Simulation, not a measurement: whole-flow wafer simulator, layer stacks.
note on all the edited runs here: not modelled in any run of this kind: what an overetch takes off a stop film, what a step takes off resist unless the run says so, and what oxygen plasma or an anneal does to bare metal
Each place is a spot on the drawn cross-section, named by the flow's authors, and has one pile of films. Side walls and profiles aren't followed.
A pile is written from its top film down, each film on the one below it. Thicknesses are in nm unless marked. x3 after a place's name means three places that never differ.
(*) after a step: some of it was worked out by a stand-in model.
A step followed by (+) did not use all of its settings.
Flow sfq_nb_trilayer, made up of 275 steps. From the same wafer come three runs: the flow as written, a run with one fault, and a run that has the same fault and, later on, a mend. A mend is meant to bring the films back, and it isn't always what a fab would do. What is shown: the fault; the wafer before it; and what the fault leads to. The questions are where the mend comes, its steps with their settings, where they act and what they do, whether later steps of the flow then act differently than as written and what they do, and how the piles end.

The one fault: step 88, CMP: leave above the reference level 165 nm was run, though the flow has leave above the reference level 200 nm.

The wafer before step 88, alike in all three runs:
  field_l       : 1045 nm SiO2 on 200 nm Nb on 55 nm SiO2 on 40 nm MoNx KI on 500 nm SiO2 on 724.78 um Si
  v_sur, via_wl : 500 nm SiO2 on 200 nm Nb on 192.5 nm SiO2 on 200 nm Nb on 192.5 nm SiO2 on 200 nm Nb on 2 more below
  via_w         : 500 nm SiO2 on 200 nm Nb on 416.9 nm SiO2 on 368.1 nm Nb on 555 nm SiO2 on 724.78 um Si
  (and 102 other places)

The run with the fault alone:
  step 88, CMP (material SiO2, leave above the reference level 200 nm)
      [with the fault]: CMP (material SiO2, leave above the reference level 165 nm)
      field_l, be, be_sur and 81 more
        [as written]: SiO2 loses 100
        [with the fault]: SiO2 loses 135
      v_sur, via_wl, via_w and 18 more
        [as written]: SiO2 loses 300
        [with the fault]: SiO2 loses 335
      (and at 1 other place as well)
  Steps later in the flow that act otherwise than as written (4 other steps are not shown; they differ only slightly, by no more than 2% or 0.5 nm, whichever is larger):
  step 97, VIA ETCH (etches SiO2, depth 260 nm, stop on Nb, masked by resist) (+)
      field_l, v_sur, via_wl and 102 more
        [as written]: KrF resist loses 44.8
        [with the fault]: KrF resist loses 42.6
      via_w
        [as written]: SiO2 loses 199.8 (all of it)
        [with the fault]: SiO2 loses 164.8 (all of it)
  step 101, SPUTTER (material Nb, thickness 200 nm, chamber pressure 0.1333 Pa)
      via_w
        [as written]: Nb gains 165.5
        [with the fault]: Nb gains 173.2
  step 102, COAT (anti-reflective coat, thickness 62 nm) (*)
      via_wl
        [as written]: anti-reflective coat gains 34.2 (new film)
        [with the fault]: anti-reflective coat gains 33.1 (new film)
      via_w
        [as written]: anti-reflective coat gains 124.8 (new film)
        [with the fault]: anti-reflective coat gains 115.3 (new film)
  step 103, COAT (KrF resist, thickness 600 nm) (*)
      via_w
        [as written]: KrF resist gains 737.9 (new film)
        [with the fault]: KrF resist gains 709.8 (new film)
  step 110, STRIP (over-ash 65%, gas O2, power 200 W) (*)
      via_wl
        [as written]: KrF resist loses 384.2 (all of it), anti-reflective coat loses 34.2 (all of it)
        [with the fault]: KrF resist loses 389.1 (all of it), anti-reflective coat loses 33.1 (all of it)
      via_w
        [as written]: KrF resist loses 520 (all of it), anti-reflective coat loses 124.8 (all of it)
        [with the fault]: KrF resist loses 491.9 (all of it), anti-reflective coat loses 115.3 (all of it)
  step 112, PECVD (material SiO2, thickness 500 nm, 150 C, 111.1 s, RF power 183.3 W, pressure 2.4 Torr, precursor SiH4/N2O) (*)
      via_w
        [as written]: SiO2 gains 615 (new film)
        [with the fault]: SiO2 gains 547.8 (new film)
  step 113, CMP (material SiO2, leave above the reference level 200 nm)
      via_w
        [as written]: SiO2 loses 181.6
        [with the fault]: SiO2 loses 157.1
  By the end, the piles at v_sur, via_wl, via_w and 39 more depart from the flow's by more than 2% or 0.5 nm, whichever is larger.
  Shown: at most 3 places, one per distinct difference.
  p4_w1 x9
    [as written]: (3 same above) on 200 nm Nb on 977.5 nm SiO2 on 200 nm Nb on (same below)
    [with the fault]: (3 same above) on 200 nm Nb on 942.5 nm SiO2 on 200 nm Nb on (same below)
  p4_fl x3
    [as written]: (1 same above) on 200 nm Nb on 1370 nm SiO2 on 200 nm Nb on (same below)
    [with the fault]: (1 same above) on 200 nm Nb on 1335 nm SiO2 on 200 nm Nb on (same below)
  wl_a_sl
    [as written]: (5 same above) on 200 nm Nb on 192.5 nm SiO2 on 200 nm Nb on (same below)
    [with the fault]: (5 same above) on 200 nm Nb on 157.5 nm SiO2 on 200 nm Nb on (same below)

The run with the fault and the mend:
  The mend stands after step 89.
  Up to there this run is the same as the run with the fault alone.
  step 89a, PECVD (material SiO2, thickness 35 nm, 150 C, 7.778 s, RF power 183.3 W, pressure 2.4 Torr, precursor SiH4/N2O) (the flow's step 87, run once more with other settings)
      field_l, v_sur, via_wl and 103 more
        SiO2 gains 35
  None of the later steps of the flow differs from how it acts as written, at any place that is followed, by more than 2% or 0.5 nm, whichever is larger.
  The piles end the same as the flow's at every place that both follow.
